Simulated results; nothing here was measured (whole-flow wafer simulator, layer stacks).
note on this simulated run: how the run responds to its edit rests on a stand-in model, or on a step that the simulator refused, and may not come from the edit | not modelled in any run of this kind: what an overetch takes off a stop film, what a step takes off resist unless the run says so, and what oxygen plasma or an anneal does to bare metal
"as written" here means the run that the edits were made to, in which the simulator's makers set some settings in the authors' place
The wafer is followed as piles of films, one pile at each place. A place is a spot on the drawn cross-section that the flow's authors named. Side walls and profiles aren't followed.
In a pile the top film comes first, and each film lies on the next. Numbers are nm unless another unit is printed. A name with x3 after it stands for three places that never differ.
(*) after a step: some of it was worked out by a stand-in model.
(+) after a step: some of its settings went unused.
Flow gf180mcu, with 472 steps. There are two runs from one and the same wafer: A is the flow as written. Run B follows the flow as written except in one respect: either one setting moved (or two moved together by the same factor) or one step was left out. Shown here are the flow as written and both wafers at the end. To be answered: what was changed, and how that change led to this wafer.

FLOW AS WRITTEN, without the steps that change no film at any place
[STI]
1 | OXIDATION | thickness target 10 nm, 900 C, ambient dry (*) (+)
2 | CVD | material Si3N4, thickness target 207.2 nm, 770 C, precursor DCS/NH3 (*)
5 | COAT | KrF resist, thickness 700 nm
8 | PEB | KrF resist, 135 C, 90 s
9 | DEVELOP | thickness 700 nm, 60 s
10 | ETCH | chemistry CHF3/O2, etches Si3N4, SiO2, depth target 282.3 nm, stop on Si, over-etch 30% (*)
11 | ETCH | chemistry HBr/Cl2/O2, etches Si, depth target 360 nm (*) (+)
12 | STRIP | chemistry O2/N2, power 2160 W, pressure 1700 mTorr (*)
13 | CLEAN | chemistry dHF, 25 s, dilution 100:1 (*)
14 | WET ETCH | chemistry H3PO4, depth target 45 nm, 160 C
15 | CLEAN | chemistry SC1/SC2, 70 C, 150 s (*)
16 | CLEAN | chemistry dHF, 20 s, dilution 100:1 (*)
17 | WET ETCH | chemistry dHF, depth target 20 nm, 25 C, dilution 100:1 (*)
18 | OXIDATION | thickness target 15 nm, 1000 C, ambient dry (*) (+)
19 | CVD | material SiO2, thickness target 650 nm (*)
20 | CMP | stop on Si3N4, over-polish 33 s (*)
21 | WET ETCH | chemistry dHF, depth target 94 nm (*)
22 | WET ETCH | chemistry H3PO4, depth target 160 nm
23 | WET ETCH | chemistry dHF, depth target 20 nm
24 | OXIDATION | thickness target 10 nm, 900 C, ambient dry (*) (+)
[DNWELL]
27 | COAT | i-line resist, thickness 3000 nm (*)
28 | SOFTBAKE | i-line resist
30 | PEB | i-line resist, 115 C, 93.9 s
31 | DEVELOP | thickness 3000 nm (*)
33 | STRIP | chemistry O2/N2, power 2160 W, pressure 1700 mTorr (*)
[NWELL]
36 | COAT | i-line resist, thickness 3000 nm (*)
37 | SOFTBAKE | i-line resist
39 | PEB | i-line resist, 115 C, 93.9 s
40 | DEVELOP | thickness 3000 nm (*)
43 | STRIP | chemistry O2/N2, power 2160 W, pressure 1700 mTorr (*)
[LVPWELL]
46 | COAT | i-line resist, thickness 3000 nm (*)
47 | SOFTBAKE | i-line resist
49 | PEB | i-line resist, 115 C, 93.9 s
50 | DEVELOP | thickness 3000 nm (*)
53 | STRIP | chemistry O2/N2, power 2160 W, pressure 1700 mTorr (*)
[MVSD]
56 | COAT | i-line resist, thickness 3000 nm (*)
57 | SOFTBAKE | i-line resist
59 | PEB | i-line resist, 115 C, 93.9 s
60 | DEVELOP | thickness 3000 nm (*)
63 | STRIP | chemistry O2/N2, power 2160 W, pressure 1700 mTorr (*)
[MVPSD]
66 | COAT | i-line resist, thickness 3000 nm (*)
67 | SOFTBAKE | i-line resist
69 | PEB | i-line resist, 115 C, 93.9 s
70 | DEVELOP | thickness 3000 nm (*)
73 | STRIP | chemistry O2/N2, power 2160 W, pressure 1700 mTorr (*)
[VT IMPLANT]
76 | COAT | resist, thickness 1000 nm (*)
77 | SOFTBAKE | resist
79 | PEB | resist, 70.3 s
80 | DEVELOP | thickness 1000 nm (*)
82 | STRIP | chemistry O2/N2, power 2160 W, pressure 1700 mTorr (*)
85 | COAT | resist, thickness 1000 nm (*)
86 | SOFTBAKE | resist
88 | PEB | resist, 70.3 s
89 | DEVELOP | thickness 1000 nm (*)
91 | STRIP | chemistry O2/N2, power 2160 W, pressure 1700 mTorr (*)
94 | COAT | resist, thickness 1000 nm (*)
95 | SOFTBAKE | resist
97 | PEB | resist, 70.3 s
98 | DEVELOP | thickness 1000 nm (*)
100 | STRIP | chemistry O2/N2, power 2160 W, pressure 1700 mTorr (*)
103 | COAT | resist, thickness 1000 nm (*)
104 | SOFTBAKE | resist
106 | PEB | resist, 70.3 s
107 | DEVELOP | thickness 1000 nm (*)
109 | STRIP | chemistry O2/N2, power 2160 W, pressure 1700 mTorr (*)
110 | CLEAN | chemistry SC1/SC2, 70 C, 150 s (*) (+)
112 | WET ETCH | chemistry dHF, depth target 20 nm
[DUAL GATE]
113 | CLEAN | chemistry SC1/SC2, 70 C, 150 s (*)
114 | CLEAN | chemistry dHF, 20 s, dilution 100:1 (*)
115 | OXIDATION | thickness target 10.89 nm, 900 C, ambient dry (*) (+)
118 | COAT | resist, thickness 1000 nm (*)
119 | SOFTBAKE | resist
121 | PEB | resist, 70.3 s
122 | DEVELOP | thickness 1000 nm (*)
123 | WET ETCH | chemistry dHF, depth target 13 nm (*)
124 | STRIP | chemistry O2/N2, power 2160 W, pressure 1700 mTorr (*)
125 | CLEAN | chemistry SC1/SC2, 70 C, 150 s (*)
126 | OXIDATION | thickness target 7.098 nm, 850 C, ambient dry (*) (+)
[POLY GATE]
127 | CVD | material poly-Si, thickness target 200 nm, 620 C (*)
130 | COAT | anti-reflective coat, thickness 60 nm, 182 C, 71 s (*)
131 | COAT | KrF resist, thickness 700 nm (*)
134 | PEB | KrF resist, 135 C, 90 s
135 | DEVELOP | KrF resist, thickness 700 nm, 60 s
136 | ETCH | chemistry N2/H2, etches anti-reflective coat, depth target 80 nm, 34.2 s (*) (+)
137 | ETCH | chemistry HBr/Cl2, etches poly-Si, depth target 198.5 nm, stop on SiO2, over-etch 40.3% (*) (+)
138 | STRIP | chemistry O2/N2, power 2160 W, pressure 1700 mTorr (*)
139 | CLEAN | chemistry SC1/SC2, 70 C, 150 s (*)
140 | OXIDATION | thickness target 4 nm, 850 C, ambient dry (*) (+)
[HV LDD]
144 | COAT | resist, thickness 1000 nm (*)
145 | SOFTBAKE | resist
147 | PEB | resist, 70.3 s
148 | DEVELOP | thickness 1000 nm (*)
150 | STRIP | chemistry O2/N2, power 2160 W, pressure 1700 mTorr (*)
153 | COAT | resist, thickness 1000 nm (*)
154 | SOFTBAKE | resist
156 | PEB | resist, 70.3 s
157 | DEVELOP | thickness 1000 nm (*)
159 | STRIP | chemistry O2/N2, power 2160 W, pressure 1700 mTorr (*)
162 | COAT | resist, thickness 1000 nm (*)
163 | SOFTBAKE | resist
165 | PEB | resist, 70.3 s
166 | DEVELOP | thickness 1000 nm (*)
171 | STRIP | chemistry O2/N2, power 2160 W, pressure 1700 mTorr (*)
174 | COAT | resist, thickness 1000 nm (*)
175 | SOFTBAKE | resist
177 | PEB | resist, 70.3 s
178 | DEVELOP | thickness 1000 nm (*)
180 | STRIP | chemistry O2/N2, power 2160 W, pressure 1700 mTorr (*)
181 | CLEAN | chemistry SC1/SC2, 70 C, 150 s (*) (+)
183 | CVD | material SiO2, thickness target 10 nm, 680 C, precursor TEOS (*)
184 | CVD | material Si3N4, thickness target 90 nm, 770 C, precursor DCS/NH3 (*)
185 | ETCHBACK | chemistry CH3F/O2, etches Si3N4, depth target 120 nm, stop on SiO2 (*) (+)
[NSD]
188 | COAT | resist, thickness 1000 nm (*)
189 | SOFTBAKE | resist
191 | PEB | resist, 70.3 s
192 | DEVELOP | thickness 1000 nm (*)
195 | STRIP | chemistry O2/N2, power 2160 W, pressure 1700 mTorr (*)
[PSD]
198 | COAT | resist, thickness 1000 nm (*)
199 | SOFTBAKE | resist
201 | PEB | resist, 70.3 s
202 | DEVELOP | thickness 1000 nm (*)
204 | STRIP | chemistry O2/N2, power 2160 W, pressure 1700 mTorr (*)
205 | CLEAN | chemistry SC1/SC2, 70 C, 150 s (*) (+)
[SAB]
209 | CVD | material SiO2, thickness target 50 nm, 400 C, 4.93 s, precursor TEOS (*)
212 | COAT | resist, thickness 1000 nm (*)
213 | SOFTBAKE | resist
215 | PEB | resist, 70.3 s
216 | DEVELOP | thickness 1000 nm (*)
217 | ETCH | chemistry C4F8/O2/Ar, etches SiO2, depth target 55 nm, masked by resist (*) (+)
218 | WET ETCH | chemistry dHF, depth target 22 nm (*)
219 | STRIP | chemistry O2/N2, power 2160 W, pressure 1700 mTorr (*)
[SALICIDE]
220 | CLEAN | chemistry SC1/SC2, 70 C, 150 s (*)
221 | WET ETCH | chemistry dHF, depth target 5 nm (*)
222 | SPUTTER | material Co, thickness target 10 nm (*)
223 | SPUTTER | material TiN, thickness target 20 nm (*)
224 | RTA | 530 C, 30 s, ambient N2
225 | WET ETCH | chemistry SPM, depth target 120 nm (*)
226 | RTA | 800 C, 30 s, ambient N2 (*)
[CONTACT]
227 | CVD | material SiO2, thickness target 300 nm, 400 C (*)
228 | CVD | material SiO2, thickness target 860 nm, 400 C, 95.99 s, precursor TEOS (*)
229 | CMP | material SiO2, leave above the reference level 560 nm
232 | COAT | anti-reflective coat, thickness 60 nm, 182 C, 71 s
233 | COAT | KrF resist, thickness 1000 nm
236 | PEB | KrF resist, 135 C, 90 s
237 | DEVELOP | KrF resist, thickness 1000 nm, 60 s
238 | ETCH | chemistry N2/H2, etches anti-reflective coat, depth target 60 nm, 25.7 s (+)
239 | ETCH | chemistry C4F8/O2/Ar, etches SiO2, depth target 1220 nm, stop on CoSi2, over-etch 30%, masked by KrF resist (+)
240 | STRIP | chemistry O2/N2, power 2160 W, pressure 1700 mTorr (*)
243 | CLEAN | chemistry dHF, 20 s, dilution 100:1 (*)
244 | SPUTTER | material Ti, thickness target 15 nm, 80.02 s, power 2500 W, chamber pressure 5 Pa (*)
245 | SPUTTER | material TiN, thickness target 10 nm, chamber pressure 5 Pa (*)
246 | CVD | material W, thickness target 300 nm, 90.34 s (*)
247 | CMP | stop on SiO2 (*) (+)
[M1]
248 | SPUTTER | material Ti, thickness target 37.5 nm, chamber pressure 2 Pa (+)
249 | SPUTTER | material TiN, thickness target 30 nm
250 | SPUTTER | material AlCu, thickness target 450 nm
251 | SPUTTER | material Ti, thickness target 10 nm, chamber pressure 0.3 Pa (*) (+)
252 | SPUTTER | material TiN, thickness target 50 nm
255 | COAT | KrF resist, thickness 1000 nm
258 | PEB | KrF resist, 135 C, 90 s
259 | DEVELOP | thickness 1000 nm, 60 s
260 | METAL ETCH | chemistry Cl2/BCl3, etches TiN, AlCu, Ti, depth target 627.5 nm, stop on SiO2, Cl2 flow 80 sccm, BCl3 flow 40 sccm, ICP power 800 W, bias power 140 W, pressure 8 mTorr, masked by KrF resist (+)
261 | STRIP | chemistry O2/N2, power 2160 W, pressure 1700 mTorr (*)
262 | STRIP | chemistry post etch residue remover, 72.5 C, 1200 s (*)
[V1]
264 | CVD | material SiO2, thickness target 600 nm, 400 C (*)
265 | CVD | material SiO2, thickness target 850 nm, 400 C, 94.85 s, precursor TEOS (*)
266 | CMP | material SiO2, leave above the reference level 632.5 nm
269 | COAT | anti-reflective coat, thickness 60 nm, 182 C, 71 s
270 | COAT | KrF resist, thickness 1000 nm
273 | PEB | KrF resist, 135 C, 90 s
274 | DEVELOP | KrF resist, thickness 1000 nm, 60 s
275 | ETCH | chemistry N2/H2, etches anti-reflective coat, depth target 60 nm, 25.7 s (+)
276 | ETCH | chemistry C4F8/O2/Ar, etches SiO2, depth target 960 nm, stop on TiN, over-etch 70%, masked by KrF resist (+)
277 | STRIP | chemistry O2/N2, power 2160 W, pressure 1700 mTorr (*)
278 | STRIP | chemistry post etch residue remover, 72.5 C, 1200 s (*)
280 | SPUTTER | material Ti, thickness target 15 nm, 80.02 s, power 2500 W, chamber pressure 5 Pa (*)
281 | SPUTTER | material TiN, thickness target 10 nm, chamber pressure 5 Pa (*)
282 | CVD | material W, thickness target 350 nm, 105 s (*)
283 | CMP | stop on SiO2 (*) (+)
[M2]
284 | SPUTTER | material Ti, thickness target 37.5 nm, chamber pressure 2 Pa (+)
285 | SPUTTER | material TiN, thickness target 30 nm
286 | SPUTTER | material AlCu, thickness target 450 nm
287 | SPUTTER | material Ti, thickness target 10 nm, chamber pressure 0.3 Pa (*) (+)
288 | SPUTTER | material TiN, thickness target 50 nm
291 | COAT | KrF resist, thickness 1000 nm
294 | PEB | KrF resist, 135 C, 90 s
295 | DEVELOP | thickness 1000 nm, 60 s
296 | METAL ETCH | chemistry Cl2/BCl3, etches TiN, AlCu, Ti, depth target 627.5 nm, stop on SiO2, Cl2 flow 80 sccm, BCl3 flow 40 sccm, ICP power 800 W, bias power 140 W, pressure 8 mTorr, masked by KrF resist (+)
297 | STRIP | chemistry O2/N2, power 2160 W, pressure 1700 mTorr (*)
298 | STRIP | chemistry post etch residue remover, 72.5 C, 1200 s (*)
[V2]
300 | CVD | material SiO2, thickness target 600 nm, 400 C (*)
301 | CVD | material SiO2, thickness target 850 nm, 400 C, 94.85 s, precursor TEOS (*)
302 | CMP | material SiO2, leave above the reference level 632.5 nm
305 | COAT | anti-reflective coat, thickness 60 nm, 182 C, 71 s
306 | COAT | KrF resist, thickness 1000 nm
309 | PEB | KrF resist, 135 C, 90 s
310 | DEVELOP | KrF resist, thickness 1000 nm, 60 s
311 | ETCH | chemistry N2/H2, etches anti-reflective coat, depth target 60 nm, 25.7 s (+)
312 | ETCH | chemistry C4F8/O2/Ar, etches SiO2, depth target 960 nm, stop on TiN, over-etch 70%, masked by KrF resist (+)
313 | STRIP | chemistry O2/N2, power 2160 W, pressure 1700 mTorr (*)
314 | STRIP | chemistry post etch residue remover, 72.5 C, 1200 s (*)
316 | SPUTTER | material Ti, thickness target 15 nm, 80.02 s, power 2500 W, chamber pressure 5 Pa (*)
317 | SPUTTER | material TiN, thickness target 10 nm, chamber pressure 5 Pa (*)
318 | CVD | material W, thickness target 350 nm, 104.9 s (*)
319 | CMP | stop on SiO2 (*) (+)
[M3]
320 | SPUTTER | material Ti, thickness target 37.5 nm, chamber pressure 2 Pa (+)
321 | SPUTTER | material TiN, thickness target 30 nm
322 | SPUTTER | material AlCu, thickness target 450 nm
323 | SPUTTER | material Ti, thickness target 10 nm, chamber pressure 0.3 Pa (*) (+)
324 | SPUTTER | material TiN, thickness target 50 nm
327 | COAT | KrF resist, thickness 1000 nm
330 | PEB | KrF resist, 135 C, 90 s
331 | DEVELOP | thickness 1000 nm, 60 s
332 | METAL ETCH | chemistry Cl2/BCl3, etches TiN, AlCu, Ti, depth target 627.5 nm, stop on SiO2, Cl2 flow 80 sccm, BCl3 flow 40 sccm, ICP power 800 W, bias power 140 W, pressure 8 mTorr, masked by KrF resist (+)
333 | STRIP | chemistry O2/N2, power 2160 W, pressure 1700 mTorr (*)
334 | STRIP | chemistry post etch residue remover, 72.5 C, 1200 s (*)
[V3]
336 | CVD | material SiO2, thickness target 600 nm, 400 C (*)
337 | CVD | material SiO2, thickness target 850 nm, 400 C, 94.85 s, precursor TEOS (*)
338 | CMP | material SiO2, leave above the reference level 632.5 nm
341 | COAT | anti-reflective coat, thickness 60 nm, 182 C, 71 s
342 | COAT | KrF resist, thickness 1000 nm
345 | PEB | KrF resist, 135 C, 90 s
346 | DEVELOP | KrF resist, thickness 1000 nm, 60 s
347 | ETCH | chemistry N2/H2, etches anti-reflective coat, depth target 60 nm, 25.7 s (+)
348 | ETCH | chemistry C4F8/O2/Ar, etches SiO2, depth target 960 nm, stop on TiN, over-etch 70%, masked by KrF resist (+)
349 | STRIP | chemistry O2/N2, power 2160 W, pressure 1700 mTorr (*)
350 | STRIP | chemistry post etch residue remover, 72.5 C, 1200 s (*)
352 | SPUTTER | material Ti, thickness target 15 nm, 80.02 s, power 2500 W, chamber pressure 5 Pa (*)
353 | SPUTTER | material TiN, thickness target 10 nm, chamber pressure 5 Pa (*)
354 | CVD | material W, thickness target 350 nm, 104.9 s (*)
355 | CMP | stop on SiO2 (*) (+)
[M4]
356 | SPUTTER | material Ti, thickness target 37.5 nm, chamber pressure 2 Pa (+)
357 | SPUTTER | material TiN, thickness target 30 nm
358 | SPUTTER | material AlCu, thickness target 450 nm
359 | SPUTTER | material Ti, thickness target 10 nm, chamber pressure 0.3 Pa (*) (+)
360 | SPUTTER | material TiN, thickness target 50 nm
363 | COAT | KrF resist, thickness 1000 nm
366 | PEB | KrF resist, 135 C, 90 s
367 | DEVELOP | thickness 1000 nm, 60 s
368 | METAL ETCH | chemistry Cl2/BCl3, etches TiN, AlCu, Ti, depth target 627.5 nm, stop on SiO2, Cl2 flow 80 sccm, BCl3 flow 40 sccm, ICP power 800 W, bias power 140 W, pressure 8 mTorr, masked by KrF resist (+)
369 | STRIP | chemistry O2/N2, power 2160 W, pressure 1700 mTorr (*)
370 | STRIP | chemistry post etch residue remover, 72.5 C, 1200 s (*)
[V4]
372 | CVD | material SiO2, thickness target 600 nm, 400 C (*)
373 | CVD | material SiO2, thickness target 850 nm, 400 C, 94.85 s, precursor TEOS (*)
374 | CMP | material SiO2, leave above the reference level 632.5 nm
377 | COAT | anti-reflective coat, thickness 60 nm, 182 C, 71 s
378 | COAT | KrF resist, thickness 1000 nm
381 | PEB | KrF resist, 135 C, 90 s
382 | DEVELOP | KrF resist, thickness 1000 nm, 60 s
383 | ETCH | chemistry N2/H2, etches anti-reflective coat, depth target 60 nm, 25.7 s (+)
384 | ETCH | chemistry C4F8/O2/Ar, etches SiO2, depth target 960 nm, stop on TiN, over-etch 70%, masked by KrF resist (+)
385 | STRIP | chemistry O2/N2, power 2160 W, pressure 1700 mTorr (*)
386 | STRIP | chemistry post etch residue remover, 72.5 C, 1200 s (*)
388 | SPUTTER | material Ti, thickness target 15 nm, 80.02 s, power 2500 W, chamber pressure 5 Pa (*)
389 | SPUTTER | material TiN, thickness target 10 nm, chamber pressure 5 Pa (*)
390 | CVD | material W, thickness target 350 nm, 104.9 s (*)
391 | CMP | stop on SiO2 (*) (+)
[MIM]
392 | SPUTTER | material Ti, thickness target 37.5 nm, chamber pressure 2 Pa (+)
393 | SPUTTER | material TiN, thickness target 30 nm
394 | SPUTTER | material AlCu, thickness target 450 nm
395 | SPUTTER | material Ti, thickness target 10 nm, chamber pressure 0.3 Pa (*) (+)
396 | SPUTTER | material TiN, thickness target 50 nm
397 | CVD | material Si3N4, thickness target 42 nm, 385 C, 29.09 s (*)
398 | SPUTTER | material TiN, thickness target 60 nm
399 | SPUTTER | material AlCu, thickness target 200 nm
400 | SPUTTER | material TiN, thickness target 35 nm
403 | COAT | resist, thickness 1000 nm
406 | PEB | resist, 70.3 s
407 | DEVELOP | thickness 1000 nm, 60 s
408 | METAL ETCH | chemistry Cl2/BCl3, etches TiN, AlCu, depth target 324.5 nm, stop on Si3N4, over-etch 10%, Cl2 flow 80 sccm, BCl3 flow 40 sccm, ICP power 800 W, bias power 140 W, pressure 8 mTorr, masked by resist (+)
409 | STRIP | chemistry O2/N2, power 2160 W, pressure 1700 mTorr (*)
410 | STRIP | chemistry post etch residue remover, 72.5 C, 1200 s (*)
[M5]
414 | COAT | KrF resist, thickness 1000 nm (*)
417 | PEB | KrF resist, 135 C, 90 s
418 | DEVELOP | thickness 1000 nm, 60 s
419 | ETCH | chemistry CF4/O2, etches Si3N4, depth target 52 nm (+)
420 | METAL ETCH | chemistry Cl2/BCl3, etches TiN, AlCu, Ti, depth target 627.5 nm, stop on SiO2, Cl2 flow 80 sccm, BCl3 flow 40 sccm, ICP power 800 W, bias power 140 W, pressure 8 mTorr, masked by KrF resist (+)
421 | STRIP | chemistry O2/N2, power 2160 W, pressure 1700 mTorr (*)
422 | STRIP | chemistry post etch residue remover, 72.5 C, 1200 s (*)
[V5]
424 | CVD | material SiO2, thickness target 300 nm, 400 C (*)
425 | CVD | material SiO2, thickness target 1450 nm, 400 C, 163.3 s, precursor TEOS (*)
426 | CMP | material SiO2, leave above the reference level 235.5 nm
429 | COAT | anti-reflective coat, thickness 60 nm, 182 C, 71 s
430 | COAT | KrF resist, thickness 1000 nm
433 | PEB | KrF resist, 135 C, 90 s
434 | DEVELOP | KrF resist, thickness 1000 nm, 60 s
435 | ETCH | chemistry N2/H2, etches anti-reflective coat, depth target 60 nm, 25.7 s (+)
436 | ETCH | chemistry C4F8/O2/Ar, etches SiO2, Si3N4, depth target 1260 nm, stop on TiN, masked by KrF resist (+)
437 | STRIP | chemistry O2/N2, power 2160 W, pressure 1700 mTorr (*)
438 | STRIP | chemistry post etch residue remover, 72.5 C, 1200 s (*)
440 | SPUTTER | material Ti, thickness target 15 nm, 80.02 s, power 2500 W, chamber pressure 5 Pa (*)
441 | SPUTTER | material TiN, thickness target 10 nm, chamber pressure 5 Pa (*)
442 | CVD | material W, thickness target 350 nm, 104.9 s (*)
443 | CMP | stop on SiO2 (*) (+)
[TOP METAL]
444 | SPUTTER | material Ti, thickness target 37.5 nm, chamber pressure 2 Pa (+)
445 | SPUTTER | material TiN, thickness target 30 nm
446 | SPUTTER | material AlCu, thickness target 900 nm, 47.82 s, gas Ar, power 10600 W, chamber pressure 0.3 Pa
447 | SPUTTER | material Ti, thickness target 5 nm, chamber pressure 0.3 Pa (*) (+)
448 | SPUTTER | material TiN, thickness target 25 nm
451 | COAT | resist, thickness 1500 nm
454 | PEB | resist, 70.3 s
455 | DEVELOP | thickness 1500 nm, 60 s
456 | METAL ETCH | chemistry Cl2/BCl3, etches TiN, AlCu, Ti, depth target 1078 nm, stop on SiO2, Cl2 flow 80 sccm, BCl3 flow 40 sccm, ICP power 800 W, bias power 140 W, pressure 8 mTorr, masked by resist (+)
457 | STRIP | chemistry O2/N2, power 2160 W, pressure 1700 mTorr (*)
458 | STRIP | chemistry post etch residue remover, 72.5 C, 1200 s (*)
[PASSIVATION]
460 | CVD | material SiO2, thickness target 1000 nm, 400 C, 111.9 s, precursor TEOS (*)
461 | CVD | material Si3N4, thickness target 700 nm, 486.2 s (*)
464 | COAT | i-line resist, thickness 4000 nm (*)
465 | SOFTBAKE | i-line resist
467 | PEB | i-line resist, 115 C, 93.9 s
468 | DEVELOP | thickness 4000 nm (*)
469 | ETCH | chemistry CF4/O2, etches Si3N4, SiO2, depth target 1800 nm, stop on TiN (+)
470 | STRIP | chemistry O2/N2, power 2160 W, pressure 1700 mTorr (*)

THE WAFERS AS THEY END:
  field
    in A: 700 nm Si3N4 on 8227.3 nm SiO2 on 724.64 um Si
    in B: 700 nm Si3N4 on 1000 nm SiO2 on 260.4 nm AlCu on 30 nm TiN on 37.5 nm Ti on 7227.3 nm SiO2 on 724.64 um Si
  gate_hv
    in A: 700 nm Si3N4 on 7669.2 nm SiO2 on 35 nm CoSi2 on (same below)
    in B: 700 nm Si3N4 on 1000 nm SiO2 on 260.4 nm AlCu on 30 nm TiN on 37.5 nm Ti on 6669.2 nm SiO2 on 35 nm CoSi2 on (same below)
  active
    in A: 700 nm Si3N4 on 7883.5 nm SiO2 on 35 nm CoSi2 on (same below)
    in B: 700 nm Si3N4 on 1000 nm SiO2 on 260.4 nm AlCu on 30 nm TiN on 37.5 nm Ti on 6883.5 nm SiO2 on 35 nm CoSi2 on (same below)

Cause: step 446, SPUTTER: 69.34 s was run, while the flow as written has 47.82 s.

How this came from the change, step by step:
  446 | SPUTTER | material AlCu, thickness target 900 nm, 47.82 s, gas Ar, power 10600 W, chamber pressure 0.3 Pa
      field, field__w1, field__w2 and 109 more: A AlCu gains 900 (new film) | B AlCu gains 1313.7 (new film)
  456 | METAL ETCH | chemistry Cl2/BCl3, etches TiN, AlCu, Ti, depth target 1078 nm, stop on SiO2, Cl2 flow 80 sccm, BCl3 flow 40 sccm, ICP power 800 W, bias power 140 W, pressure 8 mTorr, masked by resist (+)
      field, field__w1, field__w2 and 103 more: A TiN loses 25 (all of it), Ti loses 5 (all of it), AlCu loses 900 (all of it), TiN loses 30 (all of it), Ti loses 37.5 (all of it) | B TiN loses 25 (all of it), Ti loses 5 (all of it), AlCu loses 1047.5
  458 | STRIP | chemistry post etch residue remover, 72.5 C, 1200 s (*)
      field, field__w1, field__w2 and 103 more: A nothing | B AlCu loses 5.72
  460 | CVD | material SiO2, thickness target 1000 nm, 400 C, 111.9 s, precursor TEOS (*)
      field, field__w1, field__w2 and 103 more: A SiO2 gains 1000 | B SiO2 gains 1000 (new film)
  464 | COAT | i-line resist, thickness 4000 nm (*)
      field__w8: A i-line resist gains 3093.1 (new film) | B i-line resist gains 3018.1 (new film)
      contact: A i-line resist gains 3153.6 (new film) | B i-line resist gains 3059.2 (new film)
      (as well as at 4 more places)
  465 | SOFTBAKE | i-line resist
      ld_acc_p, ld_fp_p, ld_drift_p: A i-line resist gains 33.8 | B i-line resist gains 30.6
      field__w1: A i-line resist loses 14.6 | B i-line resist loses 16
      (as well as at 56 more places)
  467 | PEB | i-line resist, 115 C, 93.9 s
      field__w8, m1__w1: A i-line resist loses 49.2 | B i-line resist loses 47.6
      contact, m1: A i-line resist loses 49.6 | B i-line resist loses 47.9
      (as well as at 2 more places)
  468 | DEVELOP | thickness 4000 nm (*)
      pad: A i-line resist loses 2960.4 (all of it) | B i-line resist loses 2875.7 (all of it)
  470 | STRIP | chemistry O2/N2, power 2160 W, pressure 1700 mTorr (*)
      field__w8: A i-line resist loses 1775.9 (all of it) | B i-line resist loses 1694 (all of it)
      contact: A i-line resist loses 1798.3 (all of it) | B i-line resist loses 1709.2 (all of it)
      (as well as at 3 more places)
Taking metal films that touch as one body, field has 1 body; the flow as written gives 0 bodies.
Taking metal films that touch as one body, gate_hv has 2 bodies (between them, from the top down: SiO2 6669.2); the flow as written gives 1 body.
Taking metal films that touch as one body, active has 2 bodies (between them, from the top down: SiO2 6883.5); the flow as written gives 1 body.
